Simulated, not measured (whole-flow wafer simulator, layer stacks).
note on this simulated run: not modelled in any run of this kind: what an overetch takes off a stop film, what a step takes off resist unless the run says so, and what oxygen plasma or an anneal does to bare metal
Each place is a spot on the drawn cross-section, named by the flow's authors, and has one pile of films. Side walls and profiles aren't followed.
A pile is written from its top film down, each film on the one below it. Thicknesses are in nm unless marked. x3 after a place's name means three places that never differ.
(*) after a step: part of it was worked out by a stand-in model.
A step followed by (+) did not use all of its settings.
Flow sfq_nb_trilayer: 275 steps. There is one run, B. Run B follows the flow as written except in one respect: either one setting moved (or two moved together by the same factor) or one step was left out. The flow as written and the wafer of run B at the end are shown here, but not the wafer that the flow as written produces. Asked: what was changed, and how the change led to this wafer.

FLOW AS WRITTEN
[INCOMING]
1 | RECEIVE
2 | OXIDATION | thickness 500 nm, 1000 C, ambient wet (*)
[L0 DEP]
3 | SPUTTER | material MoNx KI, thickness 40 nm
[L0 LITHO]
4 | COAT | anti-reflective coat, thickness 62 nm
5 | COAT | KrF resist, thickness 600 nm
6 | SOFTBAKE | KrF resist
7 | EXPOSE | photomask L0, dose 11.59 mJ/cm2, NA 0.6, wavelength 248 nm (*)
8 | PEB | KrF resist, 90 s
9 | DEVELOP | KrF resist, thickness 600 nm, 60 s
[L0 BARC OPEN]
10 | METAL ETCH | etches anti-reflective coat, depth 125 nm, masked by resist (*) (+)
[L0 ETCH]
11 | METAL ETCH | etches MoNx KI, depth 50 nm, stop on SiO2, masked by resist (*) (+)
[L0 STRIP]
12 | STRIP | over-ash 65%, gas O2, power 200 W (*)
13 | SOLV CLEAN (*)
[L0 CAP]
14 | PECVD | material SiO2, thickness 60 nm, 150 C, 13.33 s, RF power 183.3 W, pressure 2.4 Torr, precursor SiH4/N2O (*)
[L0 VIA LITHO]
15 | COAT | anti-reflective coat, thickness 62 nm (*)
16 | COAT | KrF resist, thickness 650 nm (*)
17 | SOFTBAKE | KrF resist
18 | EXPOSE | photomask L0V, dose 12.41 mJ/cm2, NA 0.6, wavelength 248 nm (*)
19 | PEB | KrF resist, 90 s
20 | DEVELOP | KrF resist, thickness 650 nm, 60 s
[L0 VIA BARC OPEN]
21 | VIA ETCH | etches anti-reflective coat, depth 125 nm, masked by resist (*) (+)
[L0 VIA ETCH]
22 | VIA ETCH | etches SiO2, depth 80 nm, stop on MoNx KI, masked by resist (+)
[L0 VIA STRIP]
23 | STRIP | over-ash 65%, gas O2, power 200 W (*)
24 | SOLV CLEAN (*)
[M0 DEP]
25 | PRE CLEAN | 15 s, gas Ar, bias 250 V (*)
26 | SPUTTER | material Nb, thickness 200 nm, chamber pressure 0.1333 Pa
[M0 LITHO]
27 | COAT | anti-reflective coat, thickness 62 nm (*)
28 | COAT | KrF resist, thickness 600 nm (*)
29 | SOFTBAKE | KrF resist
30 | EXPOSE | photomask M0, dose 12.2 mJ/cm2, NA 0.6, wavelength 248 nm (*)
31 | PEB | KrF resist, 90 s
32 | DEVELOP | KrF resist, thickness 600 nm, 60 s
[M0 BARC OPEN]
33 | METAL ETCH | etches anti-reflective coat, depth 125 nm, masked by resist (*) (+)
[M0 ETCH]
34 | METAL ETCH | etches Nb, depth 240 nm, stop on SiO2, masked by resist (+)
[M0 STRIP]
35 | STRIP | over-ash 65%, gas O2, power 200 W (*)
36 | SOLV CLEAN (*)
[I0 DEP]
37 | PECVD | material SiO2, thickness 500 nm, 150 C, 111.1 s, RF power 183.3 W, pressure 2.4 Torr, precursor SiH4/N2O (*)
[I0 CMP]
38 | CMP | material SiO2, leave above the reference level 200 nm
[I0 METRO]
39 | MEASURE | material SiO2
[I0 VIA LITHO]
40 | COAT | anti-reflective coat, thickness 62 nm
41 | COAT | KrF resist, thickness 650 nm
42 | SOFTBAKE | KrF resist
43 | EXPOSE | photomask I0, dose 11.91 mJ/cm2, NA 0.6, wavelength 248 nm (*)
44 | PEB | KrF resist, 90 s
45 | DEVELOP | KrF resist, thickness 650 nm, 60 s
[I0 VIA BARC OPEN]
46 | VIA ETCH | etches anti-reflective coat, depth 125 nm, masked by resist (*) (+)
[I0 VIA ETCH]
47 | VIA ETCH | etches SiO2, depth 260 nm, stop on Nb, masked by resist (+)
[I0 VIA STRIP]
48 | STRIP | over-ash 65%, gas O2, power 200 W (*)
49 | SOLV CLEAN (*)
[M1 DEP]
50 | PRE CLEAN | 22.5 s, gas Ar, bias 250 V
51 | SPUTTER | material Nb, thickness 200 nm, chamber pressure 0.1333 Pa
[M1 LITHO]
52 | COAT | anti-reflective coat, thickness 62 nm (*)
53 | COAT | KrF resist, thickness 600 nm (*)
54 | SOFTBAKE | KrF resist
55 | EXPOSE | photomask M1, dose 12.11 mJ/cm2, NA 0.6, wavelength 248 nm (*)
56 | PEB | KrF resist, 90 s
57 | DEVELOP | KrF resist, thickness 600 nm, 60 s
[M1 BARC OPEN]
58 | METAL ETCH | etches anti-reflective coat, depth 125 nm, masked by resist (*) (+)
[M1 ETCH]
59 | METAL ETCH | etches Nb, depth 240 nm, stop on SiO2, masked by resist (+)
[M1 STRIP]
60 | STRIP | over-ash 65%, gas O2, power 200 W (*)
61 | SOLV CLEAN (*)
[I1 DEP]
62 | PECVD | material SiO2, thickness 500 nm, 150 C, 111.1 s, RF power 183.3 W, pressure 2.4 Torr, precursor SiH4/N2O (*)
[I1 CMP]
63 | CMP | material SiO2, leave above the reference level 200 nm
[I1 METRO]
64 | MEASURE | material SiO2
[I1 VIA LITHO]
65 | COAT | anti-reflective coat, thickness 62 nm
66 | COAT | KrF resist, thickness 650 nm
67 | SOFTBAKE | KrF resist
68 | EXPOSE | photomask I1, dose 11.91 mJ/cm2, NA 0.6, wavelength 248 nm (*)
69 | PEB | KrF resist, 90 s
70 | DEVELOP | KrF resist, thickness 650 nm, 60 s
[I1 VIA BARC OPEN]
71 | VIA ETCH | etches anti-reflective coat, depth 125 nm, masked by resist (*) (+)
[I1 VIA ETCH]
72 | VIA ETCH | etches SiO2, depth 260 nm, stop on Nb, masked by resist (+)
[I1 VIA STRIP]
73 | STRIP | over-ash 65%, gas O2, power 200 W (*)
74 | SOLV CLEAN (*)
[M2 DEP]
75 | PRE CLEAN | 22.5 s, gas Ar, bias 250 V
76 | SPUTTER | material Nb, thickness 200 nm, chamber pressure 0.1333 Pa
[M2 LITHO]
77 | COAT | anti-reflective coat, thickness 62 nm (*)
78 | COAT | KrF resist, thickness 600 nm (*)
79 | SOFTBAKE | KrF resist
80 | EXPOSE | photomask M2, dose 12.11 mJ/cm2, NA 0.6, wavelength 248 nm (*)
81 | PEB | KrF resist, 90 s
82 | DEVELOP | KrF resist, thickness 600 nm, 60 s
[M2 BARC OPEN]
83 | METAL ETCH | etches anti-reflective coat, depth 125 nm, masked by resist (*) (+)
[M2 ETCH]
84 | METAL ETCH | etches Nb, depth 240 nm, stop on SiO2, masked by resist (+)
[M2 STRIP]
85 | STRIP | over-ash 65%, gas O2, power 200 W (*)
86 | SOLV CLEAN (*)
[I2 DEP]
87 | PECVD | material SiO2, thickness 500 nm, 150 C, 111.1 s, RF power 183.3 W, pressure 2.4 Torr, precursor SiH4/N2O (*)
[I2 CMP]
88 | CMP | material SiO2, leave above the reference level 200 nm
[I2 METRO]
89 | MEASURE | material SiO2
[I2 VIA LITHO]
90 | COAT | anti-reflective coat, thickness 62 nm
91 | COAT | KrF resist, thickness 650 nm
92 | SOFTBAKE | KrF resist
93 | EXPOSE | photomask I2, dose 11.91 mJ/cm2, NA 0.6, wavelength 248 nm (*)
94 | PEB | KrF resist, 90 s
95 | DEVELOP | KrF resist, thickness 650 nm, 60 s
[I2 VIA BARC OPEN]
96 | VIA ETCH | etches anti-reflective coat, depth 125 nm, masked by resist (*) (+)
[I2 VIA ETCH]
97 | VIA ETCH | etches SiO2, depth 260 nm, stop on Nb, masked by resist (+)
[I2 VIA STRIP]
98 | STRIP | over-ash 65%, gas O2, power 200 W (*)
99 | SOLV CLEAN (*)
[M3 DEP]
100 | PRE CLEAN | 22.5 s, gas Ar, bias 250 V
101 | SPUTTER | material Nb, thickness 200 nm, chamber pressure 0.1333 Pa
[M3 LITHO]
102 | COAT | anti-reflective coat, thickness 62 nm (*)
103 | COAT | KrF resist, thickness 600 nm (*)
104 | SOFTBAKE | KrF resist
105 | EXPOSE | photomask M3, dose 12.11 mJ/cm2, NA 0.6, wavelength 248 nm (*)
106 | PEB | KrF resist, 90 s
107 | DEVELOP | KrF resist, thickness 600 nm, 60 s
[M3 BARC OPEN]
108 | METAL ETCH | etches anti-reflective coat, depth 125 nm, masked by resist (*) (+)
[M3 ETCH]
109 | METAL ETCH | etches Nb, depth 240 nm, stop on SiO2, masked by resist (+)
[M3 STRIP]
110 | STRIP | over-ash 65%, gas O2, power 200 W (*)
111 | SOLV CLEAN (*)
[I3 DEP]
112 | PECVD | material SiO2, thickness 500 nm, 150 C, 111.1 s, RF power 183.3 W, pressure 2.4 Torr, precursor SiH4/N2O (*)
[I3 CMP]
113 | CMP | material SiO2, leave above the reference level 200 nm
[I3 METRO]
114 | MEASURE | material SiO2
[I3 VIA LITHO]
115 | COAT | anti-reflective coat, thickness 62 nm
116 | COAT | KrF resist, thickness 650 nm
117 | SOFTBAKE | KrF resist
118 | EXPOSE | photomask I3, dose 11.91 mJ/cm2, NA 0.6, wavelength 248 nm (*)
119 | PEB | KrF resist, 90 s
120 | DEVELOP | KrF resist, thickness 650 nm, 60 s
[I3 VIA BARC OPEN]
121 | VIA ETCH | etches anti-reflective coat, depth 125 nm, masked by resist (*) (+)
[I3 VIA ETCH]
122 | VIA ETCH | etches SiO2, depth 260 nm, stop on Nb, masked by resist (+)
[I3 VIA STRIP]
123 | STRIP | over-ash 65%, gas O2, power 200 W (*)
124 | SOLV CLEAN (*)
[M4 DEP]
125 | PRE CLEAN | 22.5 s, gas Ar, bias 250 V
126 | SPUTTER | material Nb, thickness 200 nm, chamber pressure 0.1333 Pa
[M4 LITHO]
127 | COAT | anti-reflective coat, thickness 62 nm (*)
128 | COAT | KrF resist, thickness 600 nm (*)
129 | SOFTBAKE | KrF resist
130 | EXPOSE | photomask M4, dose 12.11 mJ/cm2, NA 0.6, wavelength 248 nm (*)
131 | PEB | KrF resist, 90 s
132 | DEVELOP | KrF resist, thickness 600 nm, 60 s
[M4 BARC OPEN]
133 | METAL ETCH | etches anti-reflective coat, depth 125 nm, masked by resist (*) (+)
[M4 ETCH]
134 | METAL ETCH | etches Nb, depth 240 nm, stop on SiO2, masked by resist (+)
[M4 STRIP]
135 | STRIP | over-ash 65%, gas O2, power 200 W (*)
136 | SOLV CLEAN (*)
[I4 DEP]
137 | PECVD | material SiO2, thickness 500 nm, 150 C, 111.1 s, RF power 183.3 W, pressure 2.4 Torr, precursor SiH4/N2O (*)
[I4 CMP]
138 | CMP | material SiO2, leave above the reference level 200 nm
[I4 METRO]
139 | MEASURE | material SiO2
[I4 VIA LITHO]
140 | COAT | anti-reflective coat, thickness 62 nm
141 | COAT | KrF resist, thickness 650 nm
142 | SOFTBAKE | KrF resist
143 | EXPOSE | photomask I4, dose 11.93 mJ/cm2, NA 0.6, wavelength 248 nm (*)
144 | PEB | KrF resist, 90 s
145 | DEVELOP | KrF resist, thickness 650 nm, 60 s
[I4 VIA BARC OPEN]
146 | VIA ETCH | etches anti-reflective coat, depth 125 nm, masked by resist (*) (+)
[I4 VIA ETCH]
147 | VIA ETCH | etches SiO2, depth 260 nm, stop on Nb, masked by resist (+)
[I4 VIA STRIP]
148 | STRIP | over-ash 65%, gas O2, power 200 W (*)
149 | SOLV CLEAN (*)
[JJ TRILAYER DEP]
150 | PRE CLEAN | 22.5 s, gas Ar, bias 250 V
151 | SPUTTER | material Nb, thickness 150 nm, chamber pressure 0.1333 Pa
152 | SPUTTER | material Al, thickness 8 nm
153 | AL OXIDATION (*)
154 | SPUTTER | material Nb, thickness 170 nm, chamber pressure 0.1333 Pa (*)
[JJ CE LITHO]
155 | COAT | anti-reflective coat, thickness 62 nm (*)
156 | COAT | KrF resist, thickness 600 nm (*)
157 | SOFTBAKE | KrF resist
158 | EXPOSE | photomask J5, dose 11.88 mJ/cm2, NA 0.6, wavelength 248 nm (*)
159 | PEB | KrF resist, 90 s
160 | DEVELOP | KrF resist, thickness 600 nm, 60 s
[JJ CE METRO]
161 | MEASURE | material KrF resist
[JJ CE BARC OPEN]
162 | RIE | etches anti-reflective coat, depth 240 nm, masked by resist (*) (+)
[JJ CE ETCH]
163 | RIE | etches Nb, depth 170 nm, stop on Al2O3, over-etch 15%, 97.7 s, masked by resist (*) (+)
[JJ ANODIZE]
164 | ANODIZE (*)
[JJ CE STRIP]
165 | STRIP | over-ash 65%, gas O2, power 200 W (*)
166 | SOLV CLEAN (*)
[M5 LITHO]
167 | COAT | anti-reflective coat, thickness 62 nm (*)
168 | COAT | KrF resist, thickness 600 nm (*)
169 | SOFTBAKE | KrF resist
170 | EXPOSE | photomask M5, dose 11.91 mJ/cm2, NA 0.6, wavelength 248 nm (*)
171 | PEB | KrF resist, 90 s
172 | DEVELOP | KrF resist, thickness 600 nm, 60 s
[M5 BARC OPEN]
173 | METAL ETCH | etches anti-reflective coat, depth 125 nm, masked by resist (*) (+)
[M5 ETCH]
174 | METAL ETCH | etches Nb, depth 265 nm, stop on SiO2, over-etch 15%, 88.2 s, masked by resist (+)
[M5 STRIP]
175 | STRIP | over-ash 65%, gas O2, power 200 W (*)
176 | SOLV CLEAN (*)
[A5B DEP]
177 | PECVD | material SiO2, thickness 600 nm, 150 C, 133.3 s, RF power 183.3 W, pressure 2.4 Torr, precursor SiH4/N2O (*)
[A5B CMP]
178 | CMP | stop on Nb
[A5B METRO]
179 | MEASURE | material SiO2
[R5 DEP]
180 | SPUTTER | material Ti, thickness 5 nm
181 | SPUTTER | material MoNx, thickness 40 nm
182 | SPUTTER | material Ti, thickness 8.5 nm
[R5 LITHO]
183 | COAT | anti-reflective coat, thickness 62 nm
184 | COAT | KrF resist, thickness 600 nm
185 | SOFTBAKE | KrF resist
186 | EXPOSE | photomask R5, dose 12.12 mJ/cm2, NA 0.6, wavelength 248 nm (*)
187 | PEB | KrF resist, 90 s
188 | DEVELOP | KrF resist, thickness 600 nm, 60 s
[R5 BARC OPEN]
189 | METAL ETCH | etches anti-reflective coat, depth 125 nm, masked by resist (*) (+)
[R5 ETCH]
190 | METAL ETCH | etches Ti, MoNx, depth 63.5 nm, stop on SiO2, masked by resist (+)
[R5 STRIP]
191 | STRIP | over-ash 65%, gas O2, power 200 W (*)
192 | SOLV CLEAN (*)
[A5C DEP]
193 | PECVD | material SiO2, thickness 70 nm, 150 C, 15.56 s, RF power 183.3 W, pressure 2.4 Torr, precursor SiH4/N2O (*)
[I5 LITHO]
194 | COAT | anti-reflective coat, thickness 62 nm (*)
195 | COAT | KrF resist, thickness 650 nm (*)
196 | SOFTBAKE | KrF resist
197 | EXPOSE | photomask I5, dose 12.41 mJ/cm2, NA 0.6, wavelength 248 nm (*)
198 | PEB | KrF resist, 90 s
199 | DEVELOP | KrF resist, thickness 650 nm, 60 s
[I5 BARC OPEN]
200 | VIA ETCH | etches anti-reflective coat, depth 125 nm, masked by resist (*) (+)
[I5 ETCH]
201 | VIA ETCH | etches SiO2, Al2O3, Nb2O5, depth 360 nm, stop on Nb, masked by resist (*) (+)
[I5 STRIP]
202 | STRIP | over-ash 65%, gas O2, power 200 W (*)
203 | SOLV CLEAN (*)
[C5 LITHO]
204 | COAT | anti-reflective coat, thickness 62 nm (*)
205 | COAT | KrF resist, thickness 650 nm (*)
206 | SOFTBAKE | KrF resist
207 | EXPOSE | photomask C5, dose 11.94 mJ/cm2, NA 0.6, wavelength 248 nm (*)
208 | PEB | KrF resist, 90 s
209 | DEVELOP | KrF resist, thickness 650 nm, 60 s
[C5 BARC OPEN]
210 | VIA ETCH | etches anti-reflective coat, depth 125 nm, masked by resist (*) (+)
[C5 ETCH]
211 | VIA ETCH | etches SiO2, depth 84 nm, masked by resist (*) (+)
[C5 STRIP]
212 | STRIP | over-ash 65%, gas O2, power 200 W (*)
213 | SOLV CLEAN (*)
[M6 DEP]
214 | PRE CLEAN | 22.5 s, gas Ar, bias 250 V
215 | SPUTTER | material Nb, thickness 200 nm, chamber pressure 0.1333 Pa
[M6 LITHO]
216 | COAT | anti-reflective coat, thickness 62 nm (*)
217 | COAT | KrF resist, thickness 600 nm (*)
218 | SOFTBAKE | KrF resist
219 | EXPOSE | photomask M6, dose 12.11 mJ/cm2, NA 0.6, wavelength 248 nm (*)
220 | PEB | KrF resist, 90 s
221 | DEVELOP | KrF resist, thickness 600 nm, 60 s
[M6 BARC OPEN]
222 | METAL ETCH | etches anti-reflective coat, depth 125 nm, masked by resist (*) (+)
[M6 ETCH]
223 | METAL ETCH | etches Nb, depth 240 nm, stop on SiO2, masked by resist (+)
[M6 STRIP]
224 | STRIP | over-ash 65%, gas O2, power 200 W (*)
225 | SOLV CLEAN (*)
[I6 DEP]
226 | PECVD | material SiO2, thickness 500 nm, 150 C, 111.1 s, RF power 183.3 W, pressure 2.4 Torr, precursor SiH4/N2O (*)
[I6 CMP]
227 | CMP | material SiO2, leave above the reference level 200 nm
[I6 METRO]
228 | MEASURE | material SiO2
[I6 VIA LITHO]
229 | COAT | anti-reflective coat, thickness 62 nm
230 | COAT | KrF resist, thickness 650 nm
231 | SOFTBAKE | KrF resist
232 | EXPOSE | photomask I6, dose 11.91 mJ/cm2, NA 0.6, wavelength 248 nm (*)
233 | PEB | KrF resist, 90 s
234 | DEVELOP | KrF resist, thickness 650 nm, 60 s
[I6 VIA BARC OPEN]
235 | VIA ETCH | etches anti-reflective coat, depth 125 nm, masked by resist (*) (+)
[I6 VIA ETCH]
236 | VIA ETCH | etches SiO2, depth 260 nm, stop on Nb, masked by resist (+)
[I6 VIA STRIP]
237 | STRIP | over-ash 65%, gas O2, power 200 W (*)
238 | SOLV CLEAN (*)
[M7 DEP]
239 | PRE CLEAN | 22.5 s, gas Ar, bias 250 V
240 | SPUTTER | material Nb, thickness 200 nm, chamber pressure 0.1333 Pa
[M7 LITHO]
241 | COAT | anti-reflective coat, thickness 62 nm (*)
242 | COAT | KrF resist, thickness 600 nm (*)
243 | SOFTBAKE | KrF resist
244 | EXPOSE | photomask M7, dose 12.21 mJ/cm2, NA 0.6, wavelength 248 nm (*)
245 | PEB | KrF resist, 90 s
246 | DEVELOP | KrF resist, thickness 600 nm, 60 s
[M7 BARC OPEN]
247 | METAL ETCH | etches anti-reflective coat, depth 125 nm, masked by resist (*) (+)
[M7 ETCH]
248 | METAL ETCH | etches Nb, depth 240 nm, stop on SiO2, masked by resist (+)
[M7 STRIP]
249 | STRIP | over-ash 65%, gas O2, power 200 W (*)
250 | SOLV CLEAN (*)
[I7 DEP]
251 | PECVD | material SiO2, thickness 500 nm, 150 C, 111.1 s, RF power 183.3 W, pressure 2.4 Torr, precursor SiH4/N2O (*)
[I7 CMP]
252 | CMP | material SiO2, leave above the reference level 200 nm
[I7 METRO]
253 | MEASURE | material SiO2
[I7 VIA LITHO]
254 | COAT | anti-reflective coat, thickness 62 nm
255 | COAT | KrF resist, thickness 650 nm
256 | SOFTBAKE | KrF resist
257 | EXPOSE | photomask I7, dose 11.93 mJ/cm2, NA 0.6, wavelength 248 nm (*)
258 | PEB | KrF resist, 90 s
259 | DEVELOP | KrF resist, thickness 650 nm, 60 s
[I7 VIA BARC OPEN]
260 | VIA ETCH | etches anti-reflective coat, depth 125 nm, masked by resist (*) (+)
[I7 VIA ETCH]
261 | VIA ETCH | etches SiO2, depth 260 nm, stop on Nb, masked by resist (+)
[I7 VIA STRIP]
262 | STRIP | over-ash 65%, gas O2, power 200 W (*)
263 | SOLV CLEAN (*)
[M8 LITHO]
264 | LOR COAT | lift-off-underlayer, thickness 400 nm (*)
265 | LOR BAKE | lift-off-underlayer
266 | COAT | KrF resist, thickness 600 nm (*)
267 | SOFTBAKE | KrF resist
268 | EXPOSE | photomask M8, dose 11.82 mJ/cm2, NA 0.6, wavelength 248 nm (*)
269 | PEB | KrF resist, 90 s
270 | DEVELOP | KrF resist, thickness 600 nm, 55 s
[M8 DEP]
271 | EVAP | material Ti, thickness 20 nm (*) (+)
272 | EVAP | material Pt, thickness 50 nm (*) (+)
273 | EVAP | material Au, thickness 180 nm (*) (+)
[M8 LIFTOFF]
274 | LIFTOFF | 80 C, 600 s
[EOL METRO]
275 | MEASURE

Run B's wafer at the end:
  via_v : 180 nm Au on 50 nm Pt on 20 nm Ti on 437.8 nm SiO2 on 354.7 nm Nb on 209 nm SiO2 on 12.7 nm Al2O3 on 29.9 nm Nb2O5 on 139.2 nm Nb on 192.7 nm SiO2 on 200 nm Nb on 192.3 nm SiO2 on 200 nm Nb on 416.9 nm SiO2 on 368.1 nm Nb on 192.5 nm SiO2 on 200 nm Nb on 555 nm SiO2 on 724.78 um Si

What caused this: step 122, VIA ETCH: etches SiO2, depth 260 nm, stop on Nb, masked by resist (+), was not run.

How this came from the change, step by step:
  123 | STRIP | over-ash 65%, gas O2, power 200 W (*)
      field_l, v_sur, via_wl and 102 more: KrF resist loses 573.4 (all of it), anti-reflective coat loses 62 (all of it) (it would be, as written: KrF resist loses 528.6 (all of it), anti-reflective coat loses 62 (all of it))
  125 | PRE CLEAN | 22.5 s, gas Ar, bias 250 V
      via_v: SiO2 loses 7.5 (it would be, as written: Nb loses 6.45)
  126 | SPUTTER | material Nb, thickness 200 nm, chamber pressure 0.1333 Pa
      via_v: Nb gains 200 (new film) (it would be, as written: Nb gains 165.5)
  127 | COAT | anti-reflective coat, thickness 62 nm (*)
      via_sp: anti-reflective coat gains 62 (new film) (it would be, as written: anti-reflective coat gains 53 (new film))
      via_v: anti-reflective coat gains 62.1 (new film) (it would be, as written: anti-reflective coat gains 124.8 (new film))
      (and at 1 other place as well)
  128 | COAT | KrF resist, thickness 600 nm (*)
      via_v: KrF resist gains 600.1 (new film) (it would be, as written: KrF resist gains 739.8 (new film))
  135 | STRIP | over-ash 65%, gas O2, power 200 W (*)
      via_wr: KrF resist loses 382.4 (all of it), anti-reflective coat loses 62 (all of it) (it would be, as written: KrF resist loses 374.3 (all of it), anti-reflective coat loses 60.8 (all of it))
      via_sp: KrF resist loses 382.4 (all of it), anti-reflective coat loses 62 (all of it) (it would be, as written: KrF resist loses 373.9 (all of it), anti-reflective coat loses 53 (all of it))
      (and at 2 other places as well)
  137 | PECVD | material SiO2, thickness 500 nm, 150 C, 111.1 s, RF power 183.3 W, pressure 2.4 Torr, precursor SiH4/N2O (*)
      via_v: SiO2 gains 500 (new film) (it would be, as written: SiO2 gains 615 (new film))
  138 | CMP | material SiO2, leave above the reference level 200 nm
      via_v: SiO2 loses 299.8 (it would be, as written: SiO2 loses 181.6)
If metal films that touch count as one body, via_v has 7 bodies (between them, from the top down: SiO2 437.8; SiO2 209 / Al2O3 12.7 / Nb2O5 29.9; SiO2 192.7; SiO2 192.3; SiO2 416.9; SiO2 192.5); the flow as written gives 6 bodies (between them, from the top down: SiO2 437.8; SiO2 209 / Al2O3 12.7 / Nb2O5 29.9; SiO2 425.9; SiO2 416.9; SiO2 192.5).
